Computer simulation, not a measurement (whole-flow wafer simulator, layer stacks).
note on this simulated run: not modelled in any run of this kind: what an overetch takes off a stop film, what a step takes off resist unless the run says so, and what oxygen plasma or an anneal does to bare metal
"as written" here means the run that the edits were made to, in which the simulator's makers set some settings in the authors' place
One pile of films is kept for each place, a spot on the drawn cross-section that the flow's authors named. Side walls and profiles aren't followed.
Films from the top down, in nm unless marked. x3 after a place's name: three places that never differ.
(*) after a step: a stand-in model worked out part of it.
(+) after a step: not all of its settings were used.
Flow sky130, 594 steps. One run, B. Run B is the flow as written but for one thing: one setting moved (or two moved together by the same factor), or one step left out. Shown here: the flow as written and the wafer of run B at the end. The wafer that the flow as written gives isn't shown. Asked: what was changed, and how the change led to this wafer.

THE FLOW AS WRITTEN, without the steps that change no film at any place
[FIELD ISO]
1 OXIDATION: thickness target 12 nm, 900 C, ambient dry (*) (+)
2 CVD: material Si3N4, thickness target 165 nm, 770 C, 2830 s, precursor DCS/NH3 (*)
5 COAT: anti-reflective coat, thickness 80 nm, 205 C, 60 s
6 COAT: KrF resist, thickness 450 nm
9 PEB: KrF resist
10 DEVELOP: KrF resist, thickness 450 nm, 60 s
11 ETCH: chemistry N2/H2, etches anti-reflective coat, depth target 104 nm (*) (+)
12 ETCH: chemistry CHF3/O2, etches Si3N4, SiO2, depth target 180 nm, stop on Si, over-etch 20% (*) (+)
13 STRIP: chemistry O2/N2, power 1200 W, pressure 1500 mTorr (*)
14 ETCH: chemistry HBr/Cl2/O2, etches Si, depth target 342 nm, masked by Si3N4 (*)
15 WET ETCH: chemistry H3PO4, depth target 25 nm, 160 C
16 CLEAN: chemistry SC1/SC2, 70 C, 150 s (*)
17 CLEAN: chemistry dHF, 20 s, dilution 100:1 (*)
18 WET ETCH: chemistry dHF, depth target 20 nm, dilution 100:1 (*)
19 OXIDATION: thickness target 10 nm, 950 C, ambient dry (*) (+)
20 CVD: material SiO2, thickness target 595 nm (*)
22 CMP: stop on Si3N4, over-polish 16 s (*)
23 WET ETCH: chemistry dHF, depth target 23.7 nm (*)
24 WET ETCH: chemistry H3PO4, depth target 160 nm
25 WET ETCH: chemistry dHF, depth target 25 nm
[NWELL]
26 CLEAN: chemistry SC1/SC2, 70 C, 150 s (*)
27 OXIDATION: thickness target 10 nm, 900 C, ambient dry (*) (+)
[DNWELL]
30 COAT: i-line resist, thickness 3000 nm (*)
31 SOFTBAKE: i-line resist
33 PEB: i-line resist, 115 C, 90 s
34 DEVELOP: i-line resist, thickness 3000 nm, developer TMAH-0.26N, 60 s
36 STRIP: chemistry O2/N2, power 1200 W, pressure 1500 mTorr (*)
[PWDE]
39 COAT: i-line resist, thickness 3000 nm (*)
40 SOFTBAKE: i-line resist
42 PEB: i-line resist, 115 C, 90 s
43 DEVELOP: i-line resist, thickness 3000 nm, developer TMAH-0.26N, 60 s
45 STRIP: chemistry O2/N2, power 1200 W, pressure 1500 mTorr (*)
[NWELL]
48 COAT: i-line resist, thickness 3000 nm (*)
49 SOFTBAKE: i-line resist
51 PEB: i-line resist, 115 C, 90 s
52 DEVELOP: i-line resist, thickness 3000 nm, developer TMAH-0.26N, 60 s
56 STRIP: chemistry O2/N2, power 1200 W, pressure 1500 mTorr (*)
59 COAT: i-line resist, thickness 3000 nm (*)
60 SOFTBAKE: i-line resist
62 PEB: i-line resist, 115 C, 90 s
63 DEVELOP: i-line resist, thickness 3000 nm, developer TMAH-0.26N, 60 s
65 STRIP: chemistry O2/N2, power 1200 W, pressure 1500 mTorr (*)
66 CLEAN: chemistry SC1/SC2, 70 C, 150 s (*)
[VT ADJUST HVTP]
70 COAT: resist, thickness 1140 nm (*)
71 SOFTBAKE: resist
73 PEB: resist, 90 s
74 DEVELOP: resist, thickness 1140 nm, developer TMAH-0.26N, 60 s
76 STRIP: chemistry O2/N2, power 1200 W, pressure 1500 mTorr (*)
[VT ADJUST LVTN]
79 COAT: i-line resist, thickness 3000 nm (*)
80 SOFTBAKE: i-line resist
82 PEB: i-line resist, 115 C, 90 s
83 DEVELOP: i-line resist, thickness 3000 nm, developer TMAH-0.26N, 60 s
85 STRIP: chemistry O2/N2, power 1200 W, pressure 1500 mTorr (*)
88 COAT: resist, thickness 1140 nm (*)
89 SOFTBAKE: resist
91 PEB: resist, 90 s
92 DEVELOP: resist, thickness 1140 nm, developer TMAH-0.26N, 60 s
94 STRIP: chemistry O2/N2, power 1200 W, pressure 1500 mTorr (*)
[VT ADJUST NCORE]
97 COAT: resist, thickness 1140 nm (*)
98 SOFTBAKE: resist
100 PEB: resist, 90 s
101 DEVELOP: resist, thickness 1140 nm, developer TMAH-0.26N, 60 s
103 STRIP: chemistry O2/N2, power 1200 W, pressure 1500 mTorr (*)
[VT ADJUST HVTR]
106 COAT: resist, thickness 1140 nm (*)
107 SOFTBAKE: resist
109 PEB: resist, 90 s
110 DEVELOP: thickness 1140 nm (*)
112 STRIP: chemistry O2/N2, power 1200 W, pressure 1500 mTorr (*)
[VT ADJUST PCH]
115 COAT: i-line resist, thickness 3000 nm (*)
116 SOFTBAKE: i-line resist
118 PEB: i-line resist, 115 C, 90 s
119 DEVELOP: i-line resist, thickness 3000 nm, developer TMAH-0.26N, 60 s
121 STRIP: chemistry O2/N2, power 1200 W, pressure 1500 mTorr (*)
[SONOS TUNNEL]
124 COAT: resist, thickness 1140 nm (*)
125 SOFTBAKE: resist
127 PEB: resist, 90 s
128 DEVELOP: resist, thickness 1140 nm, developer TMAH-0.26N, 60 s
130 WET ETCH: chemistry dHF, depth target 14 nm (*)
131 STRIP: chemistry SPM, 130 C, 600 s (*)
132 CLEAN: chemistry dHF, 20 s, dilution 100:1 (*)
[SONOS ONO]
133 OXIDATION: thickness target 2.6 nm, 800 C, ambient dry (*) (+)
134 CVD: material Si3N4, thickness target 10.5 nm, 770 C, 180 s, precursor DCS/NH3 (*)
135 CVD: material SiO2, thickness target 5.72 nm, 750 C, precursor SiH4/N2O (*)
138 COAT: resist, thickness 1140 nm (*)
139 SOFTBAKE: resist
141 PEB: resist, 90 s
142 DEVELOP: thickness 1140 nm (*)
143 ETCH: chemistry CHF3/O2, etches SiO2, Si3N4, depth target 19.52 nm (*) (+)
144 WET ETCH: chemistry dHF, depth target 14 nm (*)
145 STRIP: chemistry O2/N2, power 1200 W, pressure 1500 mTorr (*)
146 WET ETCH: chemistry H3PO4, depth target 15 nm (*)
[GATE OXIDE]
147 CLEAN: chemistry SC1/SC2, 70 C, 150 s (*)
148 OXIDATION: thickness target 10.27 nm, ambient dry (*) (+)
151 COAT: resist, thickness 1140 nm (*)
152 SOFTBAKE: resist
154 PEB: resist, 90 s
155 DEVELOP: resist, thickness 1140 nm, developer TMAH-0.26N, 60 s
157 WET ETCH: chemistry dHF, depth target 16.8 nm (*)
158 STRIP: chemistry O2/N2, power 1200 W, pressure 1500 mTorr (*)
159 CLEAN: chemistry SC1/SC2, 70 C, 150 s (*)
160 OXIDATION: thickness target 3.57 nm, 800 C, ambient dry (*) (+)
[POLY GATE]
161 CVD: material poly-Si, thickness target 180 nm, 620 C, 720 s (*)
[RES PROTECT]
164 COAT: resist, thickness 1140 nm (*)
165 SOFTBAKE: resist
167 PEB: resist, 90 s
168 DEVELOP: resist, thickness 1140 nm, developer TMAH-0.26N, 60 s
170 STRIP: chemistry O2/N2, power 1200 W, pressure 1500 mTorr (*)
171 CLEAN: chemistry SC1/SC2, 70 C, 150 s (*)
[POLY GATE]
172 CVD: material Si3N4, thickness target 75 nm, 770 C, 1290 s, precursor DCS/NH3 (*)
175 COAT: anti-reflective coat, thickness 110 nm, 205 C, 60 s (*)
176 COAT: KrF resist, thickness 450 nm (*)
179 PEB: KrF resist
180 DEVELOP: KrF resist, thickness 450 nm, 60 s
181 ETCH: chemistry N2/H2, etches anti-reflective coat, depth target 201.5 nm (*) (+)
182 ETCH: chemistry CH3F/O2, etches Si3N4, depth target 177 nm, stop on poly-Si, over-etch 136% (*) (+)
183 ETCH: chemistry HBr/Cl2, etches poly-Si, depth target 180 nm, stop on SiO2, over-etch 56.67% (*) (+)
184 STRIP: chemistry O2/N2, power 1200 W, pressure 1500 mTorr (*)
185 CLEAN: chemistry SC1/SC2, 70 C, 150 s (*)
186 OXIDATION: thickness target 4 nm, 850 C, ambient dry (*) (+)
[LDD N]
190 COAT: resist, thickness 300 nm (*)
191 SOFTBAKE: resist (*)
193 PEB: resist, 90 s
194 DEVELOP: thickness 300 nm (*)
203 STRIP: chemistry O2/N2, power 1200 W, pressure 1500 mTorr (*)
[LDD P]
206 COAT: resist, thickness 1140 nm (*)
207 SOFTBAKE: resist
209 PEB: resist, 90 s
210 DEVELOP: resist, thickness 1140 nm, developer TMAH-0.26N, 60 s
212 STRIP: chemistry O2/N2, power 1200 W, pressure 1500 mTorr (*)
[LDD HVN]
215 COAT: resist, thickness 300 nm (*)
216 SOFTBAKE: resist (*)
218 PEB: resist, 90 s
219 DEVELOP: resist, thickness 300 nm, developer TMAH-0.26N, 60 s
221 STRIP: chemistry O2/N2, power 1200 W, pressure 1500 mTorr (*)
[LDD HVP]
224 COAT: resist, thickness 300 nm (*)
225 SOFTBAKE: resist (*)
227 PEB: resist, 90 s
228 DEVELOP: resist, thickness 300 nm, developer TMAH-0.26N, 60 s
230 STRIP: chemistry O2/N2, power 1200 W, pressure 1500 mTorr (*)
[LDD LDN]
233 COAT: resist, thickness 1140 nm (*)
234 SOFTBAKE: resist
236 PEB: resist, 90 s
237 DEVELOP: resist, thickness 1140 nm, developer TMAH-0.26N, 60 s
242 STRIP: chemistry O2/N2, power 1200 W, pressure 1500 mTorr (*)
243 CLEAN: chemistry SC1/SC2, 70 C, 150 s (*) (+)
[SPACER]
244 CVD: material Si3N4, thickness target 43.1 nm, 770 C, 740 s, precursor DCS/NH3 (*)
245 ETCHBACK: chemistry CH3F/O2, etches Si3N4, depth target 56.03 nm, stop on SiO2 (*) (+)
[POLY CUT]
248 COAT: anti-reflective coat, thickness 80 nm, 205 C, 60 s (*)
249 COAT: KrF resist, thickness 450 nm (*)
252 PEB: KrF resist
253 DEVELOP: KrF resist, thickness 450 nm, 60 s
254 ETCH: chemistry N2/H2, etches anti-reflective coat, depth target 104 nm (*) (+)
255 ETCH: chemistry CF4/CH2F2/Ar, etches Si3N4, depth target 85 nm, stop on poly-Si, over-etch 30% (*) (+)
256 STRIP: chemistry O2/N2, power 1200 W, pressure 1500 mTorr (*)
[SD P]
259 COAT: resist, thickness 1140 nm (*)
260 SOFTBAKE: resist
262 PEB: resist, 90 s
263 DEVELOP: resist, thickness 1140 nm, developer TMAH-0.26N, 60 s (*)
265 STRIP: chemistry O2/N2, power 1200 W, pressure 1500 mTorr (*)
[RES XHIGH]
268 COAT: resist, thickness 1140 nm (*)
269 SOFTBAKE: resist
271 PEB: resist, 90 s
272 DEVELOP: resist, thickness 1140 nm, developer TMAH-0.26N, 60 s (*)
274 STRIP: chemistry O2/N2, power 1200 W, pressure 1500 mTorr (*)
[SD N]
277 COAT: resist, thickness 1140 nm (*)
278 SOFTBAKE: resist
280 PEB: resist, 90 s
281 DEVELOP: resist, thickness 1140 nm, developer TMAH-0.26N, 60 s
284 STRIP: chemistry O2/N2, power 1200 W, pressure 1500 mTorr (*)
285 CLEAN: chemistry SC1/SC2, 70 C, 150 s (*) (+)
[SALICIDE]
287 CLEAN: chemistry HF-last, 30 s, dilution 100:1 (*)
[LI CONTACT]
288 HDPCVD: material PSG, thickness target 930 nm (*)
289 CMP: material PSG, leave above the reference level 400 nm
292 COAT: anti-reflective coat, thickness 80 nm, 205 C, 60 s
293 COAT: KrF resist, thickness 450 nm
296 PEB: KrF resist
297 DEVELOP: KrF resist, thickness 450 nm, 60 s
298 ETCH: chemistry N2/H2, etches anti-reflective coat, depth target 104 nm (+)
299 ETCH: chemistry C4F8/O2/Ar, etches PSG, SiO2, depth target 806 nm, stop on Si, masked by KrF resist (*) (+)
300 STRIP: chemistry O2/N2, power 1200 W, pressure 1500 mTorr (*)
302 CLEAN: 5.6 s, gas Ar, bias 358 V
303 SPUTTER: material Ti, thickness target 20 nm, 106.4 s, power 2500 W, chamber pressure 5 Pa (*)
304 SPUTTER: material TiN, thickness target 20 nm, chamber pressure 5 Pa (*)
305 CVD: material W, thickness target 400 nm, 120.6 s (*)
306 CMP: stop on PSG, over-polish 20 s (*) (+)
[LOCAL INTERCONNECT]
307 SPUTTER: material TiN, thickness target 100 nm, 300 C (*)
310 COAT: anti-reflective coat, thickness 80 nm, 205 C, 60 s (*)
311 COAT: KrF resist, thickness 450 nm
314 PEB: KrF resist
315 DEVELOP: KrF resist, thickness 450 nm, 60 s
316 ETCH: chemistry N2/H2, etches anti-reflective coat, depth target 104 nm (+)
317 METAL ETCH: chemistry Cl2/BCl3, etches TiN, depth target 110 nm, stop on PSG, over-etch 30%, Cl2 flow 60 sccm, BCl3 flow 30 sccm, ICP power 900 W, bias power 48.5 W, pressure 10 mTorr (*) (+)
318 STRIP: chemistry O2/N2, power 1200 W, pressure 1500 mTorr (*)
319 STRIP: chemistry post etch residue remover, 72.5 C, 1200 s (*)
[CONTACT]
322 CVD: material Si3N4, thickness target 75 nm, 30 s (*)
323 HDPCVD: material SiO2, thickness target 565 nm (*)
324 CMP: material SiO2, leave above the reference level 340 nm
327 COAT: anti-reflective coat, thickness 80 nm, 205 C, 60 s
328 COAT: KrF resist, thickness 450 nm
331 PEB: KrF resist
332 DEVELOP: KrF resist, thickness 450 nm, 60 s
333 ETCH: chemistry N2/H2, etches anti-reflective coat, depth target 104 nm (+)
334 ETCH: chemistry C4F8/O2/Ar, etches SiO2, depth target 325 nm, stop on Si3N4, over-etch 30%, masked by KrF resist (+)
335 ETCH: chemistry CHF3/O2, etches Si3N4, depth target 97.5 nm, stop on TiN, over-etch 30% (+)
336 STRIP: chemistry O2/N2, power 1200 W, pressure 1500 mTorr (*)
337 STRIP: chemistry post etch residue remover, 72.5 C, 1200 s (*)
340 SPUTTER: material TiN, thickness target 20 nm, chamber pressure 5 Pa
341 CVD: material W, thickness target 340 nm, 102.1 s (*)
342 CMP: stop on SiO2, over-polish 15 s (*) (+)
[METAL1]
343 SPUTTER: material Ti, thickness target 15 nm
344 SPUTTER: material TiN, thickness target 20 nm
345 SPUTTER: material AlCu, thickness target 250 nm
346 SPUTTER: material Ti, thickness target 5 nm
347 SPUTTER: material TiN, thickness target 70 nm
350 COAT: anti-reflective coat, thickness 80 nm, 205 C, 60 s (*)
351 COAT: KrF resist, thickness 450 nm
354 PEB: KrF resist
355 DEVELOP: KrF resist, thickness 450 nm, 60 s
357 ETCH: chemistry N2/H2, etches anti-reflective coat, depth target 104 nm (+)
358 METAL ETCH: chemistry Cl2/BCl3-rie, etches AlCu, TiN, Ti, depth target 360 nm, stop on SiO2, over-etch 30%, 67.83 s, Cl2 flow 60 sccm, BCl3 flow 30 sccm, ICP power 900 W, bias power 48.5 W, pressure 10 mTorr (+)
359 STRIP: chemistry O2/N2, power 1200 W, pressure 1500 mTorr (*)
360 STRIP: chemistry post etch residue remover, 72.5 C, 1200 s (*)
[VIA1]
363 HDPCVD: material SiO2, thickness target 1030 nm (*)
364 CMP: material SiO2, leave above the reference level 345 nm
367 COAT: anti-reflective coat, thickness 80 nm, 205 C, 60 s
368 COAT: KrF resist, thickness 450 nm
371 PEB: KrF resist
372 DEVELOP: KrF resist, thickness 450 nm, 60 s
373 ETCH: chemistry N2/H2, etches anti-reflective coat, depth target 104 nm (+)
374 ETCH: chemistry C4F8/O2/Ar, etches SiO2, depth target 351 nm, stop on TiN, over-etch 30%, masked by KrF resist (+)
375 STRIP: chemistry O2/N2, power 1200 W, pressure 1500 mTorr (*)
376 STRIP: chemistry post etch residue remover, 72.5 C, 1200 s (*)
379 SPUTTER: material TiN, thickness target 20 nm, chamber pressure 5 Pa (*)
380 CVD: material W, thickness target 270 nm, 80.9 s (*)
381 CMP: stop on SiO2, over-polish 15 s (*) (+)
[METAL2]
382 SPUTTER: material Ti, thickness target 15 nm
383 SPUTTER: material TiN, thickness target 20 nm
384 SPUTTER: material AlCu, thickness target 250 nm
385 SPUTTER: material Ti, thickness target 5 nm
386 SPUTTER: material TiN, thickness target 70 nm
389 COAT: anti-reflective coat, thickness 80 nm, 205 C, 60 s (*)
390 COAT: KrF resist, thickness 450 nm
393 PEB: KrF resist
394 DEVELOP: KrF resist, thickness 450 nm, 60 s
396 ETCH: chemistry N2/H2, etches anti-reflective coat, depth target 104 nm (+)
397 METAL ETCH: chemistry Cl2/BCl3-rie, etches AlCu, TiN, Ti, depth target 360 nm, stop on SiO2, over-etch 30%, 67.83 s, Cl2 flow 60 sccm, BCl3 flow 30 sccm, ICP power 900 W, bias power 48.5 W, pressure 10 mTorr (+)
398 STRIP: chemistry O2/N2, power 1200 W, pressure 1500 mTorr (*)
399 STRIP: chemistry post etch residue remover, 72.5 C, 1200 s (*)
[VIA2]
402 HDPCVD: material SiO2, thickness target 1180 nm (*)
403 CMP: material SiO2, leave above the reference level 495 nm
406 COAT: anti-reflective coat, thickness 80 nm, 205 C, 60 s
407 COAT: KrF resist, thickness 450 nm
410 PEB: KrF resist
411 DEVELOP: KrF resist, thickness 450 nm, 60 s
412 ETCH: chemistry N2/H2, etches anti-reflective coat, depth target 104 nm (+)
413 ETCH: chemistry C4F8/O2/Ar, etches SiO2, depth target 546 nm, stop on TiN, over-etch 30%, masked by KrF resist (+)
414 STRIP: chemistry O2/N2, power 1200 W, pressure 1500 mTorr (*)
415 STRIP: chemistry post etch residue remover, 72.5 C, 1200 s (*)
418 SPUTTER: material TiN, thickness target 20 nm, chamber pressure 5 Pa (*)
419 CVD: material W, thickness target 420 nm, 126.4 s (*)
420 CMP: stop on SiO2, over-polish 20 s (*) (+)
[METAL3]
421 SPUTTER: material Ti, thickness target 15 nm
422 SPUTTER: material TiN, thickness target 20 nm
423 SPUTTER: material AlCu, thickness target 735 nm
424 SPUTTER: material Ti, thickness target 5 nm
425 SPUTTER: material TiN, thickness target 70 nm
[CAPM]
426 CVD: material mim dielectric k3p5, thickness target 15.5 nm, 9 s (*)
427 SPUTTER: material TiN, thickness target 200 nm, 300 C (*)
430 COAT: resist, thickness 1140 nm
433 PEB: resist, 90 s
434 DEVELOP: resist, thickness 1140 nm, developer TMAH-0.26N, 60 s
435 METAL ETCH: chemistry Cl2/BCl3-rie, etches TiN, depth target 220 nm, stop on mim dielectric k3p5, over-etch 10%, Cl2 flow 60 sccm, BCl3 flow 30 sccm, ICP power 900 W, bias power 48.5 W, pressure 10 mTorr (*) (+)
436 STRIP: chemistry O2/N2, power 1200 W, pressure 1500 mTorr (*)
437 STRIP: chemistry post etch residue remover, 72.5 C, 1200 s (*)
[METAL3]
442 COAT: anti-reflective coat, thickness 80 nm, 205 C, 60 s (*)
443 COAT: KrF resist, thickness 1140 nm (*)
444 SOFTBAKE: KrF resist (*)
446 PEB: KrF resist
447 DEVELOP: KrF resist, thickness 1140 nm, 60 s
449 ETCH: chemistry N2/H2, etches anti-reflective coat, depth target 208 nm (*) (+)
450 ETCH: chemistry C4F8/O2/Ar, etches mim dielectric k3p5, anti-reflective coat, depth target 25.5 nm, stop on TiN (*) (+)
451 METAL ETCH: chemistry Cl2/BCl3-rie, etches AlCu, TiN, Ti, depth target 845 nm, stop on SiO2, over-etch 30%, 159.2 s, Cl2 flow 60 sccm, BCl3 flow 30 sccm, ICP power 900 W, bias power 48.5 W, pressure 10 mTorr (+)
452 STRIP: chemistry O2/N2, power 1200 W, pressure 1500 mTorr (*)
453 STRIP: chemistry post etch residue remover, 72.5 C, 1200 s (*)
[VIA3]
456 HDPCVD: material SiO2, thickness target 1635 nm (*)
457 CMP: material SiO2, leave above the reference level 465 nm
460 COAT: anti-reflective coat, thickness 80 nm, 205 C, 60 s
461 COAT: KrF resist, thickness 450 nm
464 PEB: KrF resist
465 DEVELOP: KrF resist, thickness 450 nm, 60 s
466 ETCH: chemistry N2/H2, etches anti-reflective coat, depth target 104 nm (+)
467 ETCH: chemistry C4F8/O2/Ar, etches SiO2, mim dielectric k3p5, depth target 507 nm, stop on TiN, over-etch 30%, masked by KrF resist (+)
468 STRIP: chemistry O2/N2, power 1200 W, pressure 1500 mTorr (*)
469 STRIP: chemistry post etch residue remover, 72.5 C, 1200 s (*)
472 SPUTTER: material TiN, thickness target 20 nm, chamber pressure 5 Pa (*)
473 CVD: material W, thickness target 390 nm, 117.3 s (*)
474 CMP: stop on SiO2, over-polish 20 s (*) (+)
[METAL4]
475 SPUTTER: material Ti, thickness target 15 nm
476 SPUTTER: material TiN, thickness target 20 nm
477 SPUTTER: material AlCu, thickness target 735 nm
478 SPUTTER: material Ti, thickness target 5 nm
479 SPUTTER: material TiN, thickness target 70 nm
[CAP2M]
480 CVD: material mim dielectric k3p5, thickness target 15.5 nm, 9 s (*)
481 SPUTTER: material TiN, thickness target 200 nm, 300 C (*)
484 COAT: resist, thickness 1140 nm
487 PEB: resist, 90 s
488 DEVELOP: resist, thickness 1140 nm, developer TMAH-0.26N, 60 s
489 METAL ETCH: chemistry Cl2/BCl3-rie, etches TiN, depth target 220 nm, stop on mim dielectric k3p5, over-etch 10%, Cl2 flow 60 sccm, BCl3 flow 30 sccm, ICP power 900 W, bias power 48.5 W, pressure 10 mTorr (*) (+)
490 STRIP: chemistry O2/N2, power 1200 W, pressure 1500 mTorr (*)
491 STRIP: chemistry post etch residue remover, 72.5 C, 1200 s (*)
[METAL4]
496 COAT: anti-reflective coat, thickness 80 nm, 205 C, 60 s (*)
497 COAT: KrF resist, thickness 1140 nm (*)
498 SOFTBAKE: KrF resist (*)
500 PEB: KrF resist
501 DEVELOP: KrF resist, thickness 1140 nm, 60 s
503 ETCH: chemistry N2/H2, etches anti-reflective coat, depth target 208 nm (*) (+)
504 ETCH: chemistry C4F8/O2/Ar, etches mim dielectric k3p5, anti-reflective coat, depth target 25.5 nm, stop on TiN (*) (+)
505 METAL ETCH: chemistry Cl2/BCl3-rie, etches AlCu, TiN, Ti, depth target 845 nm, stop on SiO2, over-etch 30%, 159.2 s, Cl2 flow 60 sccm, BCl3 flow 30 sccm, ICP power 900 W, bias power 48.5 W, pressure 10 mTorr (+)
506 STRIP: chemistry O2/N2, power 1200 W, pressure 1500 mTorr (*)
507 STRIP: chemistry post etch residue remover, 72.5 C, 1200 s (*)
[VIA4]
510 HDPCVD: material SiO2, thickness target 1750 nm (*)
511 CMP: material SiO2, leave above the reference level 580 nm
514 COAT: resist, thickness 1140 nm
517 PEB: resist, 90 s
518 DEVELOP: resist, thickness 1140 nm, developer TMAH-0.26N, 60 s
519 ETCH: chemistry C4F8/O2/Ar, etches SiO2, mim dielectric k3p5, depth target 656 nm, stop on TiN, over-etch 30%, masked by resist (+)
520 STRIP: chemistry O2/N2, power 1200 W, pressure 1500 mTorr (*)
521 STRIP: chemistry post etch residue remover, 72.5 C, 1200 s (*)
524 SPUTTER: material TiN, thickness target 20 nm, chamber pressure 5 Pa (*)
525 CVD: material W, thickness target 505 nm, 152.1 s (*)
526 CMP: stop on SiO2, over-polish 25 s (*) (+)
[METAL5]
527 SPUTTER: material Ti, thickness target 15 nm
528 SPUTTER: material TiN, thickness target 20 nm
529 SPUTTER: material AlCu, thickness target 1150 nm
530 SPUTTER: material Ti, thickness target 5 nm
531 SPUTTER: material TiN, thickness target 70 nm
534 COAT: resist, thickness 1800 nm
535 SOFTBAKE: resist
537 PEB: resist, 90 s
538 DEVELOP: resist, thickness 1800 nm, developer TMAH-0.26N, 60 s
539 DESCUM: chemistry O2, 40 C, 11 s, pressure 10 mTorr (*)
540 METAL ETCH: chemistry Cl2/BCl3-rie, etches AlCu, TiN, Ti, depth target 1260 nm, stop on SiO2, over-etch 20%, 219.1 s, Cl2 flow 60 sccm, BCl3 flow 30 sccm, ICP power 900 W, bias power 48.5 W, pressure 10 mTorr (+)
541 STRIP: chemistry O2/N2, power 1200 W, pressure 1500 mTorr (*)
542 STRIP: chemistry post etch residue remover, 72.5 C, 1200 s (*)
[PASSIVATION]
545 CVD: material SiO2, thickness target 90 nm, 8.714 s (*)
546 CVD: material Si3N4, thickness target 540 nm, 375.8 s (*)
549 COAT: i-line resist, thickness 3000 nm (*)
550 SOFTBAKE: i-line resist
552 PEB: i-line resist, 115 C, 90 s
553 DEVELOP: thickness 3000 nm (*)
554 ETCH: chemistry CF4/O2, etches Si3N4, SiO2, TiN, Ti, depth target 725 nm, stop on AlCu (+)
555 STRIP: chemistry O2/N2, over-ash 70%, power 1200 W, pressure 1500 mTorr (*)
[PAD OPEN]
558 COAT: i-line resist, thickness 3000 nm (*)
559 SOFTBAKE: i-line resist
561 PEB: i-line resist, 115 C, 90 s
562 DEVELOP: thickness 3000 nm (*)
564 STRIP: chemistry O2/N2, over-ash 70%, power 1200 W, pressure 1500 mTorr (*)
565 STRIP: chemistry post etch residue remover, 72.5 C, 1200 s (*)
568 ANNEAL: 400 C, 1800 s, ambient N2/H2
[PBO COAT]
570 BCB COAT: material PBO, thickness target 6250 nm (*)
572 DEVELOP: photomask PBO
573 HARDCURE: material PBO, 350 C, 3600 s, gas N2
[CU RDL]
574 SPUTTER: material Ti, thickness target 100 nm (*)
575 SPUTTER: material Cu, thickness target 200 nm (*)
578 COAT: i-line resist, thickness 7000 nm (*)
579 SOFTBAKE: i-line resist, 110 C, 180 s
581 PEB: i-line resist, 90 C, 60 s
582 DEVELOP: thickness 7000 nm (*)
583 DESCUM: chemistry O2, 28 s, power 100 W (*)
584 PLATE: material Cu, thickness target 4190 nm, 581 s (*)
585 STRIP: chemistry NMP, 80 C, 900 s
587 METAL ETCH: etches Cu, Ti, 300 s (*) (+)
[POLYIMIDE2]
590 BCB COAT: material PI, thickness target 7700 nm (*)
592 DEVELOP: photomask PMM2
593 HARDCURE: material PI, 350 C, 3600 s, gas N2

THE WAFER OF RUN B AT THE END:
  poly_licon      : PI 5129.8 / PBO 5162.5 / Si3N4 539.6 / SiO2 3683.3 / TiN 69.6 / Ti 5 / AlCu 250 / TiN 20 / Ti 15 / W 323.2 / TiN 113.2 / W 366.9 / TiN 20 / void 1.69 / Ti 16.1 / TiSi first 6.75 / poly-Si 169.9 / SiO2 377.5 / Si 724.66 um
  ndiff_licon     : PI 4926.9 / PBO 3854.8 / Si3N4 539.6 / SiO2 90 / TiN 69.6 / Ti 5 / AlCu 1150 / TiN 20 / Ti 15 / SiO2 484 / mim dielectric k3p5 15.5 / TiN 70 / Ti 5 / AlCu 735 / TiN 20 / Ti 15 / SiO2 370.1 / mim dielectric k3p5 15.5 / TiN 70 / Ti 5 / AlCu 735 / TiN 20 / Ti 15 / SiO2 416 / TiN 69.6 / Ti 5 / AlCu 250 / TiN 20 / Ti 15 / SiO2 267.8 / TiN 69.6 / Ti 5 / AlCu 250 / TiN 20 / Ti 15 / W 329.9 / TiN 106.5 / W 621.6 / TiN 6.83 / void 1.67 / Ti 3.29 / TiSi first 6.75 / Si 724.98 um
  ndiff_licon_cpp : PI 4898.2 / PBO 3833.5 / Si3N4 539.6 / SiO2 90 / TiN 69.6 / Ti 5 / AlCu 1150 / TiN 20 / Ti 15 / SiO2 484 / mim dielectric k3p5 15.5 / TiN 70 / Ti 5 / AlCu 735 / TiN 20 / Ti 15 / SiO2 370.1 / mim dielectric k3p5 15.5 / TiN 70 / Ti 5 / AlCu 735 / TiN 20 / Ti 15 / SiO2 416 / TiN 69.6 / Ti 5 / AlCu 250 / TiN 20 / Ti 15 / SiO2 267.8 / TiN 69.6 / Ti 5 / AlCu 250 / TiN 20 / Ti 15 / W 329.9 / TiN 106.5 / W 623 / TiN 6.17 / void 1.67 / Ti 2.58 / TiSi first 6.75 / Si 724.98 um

The cause: step 340, SPUTTER: thickness target 14 nm was run, where the flow has thickness target 20 nm.

How the change led to this, step by step:
  340 SPUTTER: material TiN, thickness target 20 nm, chamber pressure 5 Pa
      field, active, n_well and 184 more: TiN +14 (new film) (as written it would be: TiN +20 (new film))
      ndiff_licon_cpp, rpo_hd_licon: TiN +7.32 (as written it would be: TiN +10.4)
      (and at 2 more places)
  342 CMP: stop on SiO2, over-polish 15 s (*) (+)
      field, active, n_well and 184 more: W -340 (all of it), TiN -14 (all of it), SiO2 -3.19 (as written it would be: W -340 (all of it), TiN -20 (all of it), SiO2 -3.19)
      poly_licon: W -16.8 (as written it would be: W -22.8)
